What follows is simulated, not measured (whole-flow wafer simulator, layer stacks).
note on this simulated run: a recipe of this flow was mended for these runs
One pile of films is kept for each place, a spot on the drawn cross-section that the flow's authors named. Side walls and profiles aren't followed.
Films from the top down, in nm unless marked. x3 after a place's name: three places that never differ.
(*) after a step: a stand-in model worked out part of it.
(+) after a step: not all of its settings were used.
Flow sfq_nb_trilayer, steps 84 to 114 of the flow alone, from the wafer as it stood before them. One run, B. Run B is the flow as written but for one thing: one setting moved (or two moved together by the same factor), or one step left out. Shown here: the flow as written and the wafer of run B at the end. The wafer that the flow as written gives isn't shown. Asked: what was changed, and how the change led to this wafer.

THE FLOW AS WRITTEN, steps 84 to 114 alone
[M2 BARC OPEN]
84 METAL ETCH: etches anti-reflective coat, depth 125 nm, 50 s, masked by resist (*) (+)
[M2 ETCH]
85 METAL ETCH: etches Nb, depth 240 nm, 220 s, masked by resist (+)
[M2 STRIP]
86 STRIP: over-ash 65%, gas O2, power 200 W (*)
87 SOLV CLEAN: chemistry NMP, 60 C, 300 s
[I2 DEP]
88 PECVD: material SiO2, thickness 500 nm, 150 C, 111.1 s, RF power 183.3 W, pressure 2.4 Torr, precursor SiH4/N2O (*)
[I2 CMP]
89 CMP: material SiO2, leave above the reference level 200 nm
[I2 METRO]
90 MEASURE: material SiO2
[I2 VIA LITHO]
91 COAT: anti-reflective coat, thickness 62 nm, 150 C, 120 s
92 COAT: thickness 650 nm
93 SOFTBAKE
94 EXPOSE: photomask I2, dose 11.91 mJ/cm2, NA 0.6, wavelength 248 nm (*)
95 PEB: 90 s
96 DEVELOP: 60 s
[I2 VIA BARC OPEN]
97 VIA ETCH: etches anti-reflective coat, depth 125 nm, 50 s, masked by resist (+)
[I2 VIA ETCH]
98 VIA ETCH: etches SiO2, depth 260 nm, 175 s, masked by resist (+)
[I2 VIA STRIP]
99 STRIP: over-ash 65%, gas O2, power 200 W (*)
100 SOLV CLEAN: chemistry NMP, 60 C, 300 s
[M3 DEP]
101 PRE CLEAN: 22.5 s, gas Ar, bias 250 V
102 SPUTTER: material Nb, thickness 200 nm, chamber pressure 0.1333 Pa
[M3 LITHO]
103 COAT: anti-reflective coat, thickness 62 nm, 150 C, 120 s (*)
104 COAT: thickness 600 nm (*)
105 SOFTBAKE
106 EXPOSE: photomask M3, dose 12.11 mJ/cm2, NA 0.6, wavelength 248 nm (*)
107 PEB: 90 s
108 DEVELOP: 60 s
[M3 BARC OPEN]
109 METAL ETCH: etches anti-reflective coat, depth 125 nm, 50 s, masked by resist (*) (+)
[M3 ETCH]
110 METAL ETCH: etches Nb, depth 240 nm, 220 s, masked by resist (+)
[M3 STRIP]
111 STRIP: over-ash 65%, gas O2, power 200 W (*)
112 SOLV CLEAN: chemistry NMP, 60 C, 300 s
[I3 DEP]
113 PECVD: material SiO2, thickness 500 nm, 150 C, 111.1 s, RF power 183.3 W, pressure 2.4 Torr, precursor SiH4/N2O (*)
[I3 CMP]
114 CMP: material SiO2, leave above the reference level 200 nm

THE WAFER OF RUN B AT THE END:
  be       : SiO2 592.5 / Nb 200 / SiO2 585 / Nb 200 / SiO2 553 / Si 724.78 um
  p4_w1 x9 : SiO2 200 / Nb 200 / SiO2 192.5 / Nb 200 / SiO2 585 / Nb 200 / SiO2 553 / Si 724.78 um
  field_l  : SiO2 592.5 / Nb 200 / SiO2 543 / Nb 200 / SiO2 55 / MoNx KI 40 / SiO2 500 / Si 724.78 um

The cause: step 85, METAL ETCH: etches Nb, depth 240 nm, 220 s, masked by resist (+), was left out.

How the change led to this, step by step:
  86 STRIP: over-ash 65%, gas O2, power 200 W (*)
      wl_j_sl x15: KrF-resist-other-grade -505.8 (all of it), anti-reflective coat -62 (all of it) (as written it would be: KrF-resist-other-grade -364.6 (all of it), anti-reflective coat -62 (all of it))
      v_sur: KrF-resist-other-grade -501.8 (all of it), anti-reflective coat -64.8 (all of it) (as written it would be: KrF-resist-other-grade -360.6 (all of it), anti-reflective coat -64.8 (all of it))
      (and at 6 more places)
  88 PECVD: material SiO2, thickness 500 nm, 150 C, 111.1 s, RF power 183.3 W, pressure 2.4 Torr, precursor SiH4/N2O (*)
      field_l, be, be_sur and 81 more: SiO2 +500 (new film) (as written it would be: SiO2 +500)
  89 CMP: material SiO2, leave above the reference level 200 nm
      field_l, be, be_sur and 81 more: SiO2 -300 (as written it would be: SiO2 -96)
Counting metal films that touch as one body, be has 2 bodies (between them, from the top down: SiO2 585); the flow as written gives 1 body.
Counting metal films that touch as one body, p4_w1 x9 has 3 bodies (between them, from the top down: SiO2 192.5; SiO2 585); the flow as written gives 2 bodies (between them, from the top down: SiO2 977.5).
Counting metal films that touch as one body, field_l has 3 bodies (between them, from the top down: SiO2 543; SiO2 55); the flow as written gives 2 bodies (between them, from the top down: SiO2 55).
